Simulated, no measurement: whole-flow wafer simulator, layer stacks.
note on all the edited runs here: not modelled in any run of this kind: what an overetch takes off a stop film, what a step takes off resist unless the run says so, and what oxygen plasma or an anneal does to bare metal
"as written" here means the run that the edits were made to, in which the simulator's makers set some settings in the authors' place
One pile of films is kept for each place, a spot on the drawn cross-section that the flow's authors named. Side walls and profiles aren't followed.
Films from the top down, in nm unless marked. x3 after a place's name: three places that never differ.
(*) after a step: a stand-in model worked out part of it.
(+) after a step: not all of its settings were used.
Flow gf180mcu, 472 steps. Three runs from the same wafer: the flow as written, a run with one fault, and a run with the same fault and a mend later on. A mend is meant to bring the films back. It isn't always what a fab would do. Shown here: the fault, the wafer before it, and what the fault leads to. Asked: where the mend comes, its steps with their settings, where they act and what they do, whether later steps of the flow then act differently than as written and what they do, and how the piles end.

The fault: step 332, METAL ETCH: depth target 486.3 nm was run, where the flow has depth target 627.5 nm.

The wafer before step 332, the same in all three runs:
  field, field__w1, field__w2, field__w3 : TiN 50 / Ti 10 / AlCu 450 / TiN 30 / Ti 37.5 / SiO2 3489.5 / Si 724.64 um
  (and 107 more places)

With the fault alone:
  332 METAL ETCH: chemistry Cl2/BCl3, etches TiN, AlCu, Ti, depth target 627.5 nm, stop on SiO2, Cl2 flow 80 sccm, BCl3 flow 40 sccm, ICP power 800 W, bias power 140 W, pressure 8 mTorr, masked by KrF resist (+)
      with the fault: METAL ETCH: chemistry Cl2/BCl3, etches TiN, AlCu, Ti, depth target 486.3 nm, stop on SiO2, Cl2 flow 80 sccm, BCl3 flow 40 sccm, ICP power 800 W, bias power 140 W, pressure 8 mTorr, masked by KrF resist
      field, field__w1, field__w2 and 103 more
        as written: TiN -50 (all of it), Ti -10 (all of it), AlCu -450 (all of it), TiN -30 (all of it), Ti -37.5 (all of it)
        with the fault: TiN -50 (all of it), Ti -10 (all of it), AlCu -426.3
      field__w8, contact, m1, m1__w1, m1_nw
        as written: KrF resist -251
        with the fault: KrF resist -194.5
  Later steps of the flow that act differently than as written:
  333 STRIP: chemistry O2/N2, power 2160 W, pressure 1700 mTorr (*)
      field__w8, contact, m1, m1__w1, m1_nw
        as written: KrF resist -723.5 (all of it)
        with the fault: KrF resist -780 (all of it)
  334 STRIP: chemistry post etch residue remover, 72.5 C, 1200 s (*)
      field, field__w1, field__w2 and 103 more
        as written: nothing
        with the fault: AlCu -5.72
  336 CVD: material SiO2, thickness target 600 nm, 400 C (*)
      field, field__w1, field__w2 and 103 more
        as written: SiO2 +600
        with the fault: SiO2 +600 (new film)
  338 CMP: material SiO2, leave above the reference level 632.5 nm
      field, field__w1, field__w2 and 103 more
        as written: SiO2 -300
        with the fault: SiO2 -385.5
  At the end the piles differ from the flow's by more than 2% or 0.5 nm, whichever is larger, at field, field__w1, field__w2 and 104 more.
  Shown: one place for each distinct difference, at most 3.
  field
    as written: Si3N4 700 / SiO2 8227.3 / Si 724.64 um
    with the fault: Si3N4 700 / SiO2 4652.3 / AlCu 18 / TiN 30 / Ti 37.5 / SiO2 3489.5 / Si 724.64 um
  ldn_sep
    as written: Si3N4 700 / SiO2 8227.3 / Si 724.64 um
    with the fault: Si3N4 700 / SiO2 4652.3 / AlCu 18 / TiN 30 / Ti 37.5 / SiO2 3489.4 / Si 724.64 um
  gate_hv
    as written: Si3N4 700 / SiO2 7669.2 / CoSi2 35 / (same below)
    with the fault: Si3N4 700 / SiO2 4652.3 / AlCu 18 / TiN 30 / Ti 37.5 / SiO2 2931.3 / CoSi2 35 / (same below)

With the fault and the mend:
  The mend comes after step 332.
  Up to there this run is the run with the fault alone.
  332a METAL ETCH: chemistry Cl2/BCl3, etches TiN, AlCu, Ti, depth target 141.2 nm, stop on SiO2, Cl2 flow 80 sccm, BCl3 flow 40 sccm, ICP power 800 W, bias power 140 W, pressure 8 mTorr, masked by KrF resist (+) (the flow's step 332 once more, with other settings)
      field, field__w1, field__w2 and 103 more
        AlCu -23.7 (all of it), TiN -30 (all of it), Ti -37.5 (all of it)
      field__w8, contact, m1, m1__w1, m1_nw
        KrF resist -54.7
  No later step of the flow acts differently than as written, at any place that is followed, by more than 2% or 0.5 nm, whichever is larger.
  At the end the piles are the same as the flow's at every place that both follow.
